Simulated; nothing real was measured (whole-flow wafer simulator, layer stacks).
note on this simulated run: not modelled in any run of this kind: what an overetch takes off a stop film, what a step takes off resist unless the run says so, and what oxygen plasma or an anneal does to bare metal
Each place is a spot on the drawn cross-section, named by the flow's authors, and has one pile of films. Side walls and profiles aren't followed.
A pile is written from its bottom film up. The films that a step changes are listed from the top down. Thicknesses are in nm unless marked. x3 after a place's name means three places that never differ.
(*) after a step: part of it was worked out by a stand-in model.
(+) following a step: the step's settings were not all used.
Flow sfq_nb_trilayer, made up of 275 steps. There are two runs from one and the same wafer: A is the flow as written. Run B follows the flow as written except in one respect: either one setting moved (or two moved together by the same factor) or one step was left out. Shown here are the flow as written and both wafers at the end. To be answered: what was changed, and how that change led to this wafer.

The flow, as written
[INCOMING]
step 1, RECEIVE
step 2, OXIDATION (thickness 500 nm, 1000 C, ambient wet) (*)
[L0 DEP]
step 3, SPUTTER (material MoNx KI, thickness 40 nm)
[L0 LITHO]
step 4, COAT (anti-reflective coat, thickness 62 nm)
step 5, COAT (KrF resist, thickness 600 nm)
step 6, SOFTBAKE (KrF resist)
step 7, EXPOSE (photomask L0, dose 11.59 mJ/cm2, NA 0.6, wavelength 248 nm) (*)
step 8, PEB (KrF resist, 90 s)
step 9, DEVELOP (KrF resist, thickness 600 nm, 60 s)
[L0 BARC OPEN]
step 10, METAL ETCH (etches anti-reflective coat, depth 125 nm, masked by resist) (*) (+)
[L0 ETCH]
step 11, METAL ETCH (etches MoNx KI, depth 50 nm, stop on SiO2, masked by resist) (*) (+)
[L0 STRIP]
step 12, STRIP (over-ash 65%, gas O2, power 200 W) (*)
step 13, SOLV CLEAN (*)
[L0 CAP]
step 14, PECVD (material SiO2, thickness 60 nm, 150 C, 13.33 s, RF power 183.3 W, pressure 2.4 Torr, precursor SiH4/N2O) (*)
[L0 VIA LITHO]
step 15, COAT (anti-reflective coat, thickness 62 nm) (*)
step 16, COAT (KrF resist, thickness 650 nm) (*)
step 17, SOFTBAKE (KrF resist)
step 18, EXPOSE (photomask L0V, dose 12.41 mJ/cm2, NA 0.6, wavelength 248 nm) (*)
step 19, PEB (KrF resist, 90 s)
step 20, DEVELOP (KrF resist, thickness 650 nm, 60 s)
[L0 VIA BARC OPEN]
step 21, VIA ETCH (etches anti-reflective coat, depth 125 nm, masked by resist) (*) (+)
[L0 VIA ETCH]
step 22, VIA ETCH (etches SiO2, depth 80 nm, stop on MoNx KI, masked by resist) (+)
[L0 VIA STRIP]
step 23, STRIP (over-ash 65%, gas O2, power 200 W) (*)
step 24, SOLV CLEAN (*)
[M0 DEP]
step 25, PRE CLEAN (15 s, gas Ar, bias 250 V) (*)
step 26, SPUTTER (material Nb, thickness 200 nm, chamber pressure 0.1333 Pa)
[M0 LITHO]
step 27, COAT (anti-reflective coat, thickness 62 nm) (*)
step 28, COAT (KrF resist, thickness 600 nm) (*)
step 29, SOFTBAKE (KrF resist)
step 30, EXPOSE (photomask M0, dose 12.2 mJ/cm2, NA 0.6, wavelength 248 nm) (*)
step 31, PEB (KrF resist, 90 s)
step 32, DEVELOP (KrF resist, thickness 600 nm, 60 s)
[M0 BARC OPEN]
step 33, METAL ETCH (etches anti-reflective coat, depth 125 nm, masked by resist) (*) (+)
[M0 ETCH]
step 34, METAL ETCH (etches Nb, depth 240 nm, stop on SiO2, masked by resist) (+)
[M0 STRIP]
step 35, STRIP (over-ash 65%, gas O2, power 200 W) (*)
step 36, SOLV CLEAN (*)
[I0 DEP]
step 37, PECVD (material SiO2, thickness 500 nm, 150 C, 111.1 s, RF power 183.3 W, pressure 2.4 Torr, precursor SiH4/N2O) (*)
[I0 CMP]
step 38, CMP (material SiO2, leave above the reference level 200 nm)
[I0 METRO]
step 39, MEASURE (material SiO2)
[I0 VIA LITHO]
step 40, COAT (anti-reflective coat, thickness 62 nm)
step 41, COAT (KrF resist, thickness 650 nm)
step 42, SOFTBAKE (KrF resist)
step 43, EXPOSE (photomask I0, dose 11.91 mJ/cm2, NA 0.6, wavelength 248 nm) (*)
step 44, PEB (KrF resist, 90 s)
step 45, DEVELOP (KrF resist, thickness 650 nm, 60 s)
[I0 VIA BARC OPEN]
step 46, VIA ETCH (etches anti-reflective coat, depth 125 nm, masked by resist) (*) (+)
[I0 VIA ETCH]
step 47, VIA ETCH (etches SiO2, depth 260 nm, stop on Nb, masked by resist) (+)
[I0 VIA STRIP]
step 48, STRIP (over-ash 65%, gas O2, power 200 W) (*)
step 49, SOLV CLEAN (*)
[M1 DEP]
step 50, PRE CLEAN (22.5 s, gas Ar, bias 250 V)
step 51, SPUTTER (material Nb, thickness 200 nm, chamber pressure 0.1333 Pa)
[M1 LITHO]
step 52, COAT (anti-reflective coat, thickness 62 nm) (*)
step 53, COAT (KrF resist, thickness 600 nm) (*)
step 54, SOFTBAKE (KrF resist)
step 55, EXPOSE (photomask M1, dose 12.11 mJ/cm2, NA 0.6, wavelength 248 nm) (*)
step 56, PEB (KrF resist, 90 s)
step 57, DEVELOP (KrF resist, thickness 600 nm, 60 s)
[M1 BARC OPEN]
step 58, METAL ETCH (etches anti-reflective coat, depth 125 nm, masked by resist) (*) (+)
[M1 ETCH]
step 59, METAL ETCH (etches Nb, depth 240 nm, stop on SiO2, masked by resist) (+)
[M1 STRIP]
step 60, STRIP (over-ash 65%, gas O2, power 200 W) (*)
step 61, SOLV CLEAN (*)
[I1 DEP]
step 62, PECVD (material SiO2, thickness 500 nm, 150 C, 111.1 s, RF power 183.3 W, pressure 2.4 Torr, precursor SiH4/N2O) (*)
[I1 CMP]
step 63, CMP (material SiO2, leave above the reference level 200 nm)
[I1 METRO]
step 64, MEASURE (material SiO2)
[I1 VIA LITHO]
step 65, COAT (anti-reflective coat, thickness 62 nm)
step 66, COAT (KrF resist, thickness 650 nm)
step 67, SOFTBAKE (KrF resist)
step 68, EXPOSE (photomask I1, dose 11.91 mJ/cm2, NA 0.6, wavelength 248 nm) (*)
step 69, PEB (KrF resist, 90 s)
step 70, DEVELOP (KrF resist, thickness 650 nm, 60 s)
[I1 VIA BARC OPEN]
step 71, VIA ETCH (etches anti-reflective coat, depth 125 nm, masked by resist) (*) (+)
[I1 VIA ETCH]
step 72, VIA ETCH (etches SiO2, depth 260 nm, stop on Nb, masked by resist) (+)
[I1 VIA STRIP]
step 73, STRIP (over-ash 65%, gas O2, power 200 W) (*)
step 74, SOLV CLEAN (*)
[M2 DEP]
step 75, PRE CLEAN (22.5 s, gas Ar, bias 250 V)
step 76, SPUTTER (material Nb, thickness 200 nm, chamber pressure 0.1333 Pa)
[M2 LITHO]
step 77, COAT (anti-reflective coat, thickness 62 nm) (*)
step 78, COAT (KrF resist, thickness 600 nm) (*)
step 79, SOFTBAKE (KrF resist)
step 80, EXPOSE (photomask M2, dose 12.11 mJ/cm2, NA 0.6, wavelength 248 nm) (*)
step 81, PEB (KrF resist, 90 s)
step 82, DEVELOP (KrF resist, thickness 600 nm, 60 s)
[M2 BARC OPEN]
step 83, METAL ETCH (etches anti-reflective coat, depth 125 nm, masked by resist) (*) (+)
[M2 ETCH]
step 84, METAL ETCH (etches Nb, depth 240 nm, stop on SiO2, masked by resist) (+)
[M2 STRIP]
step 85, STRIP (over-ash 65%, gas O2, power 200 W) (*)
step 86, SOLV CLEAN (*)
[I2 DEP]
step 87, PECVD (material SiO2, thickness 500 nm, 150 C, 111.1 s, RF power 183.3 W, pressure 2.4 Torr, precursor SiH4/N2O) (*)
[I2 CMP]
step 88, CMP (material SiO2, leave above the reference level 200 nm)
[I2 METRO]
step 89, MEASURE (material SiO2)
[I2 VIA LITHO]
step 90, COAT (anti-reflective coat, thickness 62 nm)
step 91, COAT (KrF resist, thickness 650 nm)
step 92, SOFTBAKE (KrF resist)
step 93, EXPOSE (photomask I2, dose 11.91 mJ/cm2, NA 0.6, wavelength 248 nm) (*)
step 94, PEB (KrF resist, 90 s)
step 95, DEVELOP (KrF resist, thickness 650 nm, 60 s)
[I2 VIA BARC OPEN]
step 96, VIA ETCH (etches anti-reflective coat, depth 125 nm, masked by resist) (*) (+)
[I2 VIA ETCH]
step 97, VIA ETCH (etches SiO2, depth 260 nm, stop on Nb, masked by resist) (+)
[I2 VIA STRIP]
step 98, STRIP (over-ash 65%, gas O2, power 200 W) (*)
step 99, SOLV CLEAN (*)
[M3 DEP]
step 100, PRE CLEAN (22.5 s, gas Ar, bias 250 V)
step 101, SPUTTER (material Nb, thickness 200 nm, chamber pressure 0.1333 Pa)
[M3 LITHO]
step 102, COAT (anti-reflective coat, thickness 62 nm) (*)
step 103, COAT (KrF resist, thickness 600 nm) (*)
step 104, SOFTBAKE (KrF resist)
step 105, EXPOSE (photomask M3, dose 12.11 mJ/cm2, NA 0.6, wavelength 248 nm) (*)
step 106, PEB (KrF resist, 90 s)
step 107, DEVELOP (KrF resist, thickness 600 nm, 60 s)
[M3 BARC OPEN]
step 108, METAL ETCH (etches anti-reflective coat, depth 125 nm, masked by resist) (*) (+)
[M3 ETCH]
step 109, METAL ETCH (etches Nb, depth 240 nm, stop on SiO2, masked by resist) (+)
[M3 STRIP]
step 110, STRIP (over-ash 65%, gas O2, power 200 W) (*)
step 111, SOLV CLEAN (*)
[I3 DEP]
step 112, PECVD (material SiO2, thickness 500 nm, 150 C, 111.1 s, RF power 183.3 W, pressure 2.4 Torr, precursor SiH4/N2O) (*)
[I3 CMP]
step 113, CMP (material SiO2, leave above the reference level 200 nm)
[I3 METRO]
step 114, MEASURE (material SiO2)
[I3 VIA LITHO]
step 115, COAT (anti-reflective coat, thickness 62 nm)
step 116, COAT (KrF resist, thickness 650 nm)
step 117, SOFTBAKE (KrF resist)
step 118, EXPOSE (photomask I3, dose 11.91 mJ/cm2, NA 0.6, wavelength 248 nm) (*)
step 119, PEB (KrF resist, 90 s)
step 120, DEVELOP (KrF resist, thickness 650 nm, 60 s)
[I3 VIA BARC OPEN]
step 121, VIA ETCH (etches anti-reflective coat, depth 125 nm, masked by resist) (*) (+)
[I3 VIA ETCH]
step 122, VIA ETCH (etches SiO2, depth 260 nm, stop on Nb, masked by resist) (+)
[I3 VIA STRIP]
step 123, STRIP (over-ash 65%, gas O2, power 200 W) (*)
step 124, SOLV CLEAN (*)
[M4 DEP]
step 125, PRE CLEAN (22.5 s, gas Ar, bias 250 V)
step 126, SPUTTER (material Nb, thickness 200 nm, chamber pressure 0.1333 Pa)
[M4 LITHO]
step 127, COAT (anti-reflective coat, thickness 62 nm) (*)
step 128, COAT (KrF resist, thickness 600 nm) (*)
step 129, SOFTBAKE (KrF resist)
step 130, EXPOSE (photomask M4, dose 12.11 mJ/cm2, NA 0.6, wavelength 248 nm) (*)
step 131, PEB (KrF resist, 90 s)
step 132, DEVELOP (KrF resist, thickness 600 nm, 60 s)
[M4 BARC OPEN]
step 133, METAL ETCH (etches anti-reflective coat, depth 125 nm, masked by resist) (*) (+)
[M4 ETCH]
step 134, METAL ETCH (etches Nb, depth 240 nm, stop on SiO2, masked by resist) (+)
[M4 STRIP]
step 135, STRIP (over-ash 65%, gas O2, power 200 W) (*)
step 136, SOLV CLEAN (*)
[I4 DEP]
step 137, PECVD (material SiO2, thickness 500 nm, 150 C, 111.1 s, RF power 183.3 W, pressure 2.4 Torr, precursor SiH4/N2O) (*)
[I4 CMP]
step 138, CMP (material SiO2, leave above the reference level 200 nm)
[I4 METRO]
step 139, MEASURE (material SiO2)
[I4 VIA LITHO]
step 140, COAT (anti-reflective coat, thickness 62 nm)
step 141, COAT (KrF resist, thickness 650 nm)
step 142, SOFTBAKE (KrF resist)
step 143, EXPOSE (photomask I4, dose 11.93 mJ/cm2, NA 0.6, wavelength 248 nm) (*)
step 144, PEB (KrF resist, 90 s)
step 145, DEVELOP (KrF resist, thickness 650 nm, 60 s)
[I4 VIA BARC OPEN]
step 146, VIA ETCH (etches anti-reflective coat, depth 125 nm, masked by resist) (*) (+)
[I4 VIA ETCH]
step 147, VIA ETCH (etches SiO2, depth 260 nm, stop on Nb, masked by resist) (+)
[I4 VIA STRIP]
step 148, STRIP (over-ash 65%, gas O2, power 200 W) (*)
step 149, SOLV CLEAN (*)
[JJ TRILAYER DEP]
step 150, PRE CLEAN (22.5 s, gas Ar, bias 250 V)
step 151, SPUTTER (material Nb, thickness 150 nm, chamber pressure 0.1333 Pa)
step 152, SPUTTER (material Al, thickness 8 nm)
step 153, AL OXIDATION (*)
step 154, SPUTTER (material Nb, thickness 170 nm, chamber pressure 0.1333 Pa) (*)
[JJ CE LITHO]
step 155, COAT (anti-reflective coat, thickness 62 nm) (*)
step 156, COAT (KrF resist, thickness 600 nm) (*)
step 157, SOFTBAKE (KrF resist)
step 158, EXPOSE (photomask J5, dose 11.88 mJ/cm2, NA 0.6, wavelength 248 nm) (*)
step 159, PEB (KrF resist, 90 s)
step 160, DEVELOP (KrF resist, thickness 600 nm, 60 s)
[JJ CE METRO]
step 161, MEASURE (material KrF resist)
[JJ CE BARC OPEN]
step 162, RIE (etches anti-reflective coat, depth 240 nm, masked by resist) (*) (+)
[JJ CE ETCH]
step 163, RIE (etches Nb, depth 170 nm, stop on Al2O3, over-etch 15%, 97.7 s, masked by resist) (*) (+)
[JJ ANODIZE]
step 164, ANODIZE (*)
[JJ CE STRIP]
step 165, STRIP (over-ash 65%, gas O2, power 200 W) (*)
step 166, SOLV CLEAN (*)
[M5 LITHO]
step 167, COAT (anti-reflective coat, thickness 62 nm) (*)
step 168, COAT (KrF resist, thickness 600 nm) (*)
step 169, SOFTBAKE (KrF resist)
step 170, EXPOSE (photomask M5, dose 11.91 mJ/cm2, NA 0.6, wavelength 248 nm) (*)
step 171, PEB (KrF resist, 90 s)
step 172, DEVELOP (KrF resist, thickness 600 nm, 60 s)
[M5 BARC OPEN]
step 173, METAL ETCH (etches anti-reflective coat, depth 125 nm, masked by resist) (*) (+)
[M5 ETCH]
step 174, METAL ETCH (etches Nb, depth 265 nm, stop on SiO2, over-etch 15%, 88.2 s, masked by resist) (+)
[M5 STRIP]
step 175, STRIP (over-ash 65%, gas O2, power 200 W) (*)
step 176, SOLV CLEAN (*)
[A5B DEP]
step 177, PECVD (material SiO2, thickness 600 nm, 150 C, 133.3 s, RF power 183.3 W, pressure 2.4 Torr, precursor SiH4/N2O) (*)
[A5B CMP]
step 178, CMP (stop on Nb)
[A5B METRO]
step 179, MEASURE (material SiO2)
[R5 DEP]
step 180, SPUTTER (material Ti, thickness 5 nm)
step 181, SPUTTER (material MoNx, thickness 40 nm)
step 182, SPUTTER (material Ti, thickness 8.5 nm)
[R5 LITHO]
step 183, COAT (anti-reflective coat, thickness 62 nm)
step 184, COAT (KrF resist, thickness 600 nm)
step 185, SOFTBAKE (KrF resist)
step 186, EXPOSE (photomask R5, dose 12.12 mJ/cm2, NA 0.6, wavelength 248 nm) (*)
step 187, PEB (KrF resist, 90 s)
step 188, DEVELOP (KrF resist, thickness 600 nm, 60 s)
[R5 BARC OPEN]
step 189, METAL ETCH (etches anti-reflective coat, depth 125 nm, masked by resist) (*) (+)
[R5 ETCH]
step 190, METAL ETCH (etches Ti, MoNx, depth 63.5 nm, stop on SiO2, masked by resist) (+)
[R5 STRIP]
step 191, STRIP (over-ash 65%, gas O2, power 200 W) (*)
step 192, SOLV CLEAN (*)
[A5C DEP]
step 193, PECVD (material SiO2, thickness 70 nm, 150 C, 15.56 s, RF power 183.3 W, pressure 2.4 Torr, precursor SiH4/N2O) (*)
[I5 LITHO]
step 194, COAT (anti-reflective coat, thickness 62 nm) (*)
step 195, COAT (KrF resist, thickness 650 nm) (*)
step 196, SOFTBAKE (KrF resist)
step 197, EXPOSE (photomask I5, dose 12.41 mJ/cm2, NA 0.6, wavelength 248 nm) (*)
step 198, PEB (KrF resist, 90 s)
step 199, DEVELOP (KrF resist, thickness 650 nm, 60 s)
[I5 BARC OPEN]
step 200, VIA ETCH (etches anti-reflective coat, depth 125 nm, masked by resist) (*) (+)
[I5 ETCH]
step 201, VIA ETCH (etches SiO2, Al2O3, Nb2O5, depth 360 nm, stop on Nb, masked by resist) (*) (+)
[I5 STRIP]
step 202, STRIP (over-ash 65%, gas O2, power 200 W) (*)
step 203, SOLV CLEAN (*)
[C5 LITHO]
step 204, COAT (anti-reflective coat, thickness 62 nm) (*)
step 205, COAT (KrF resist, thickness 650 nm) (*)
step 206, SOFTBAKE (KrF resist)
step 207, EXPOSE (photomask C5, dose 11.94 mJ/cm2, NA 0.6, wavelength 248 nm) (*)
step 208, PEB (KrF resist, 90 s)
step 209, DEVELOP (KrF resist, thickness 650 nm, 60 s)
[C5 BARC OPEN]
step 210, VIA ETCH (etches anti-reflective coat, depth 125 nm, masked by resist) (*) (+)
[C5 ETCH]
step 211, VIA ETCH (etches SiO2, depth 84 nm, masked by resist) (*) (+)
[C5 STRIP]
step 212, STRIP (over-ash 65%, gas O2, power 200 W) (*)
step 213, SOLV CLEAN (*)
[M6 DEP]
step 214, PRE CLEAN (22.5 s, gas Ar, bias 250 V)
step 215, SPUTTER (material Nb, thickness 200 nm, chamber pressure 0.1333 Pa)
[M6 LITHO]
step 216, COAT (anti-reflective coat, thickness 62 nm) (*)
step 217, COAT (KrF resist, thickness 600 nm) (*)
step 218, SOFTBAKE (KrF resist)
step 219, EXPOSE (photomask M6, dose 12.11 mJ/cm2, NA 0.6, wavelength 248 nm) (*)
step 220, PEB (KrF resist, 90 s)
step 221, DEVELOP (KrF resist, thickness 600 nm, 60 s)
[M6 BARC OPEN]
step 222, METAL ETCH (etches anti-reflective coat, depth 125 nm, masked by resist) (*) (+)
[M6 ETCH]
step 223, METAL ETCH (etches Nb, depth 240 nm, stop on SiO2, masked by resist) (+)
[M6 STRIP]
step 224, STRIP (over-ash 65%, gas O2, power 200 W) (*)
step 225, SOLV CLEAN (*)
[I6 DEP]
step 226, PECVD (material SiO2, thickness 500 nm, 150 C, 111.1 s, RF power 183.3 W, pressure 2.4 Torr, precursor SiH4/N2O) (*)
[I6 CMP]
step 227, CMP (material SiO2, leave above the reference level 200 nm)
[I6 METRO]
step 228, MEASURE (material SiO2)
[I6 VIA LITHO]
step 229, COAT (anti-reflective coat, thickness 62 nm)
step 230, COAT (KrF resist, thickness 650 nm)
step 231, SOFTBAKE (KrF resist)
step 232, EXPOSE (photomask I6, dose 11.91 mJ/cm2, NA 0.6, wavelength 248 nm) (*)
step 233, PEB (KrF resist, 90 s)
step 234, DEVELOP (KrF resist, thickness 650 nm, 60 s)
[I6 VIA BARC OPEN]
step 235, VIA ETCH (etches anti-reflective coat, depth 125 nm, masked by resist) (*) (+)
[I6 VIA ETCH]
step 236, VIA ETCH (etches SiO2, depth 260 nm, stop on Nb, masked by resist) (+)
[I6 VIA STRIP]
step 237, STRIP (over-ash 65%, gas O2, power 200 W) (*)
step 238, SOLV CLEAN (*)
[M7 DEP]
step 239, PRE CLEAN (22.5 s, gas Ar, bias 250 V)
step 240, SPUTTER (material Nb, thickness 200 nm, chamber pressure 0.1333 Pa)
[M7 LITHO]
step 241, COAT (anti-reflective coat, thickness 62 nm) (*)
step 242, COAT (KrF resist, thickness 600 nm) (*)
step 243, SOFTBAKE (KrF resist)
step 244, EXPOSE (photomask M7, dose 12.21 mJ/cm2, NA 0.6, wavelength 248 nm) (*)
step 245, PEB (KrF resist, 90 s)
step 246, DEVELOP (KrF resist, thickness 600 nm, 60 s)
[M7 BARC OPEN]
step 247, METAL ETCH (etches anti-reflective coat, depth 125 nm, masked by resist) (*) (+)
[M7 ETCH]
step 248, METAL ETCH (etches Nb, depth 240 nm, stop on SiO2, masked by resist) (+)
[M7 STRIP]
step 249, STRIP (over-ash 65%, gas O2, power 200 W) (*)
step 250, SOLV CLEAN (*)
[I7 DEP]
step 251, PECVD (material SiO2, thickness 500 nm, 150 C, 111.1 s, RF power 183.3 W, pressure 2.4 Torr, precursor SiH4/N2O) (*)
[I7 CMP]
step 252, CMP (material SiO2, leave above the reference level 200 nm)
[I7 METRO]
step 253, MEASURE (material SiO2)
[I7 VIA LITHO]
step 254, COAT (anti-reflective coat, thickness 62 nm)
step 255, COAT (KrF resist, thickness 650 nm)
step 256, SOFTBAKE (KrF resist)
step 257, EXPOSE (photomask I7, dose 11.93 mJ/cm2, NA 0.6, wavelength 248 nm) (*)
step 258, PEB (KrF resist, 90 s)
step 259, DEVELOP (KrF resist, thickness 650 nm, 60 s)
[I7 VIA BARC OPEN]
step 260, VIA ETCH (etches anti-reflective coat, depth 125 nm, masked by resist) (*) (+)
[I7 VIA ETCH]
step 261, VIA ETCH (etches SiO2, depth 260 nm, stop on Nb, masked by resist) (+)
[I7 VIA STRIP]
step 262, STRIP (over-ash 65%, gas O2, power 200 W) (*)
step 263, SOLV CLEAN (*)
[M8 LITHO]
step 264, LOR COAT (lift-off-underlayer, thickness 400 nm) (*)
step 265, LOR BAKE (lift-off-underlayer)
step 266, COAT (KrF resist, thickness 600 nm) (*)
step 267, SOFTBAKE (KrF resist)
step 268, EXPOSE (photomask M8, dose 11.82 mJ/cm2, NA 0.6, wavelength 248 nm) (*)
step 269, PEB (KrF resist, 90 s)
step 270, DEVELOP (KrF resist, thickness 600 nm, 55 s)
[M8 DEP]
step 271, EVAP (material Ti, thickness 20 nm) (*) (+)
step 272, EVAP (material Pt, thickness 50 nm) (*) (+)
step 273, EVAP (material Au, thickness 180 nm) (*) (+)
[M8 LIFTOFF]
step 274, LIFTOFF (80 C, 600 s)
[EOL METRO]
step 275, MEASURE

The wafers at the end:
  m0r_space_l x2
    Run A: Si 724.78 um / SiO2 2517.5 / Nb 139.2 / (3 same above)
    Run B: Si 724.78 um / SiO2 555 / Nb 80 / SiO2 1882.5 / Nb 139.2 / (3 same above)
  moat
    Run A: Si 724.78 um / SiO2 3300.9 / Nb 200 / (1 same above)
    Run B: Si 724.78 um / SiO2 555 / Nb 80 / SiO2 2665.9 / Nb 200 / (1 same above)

What caused this: step 34, METAL ETCH: depth 120 nm was run, though the flow has depth 240 nm.

How this came from the change, step by step:
  step 34, METAL ETCH (etches Nb, depth 240 nm, stop on SiO2, masked by resist) (+)
      moat, m0r_space_l x2: A Nb loses 200 (all of it) | B Nb loses 120
      field_l, v_sur, via_wl and 100 more: A KrF resist loses 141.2 | B KrF resist loses 70.6
  step 35, STRIP (over-ash 65%, gas O2, power 200 W) (*)
      p4_fl x3, p4_w1 x9, p4_g1 x2 and 57 more: A KrF resist loses 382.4 (all of it), anti-reflective coat loses 62 (all of it) | B KrF resist loses 453 (all of it), anti-reflective coat loses 62 (all of it)
      c5j, ce_r, sp_r, be_r, r_sur, res: A KrF resist loses 389 (all of it), anti-reflective coat loses 63.6 (all of it) | B KrF resist loses 459.6 (all of it), anti-reflective coat loses 63.6 (all of it)
      (as well as at 26 more places)
  step 37, PECVD (material SiO2, thickness 500 nm, 150 C, 111.1 s, RF power 183.3 W, pressure 2.4 Torr, precursor SiH4/N2O) (*)
      moat, m0r_space_l x2: A SiO2 gains 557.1 | B SiO2 gains 500 (new film)
  step 38, CMP (material SiO2, leave above the reference level 200 nm)
      moat, m0r_space_l x2: A SiO2 loses 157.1 | B SiO2 loses 180
Taking metal films that touch as one body, m0r_space_l x2 has 2 bodies (between them, from the top down: SiO2 1882.5); the flow as written gives 1 body.
Taking metal films that touch as one body, moat has 2 bodies (between them, from the top down: SiO2 2665.9); the flow as written gives 1 body.
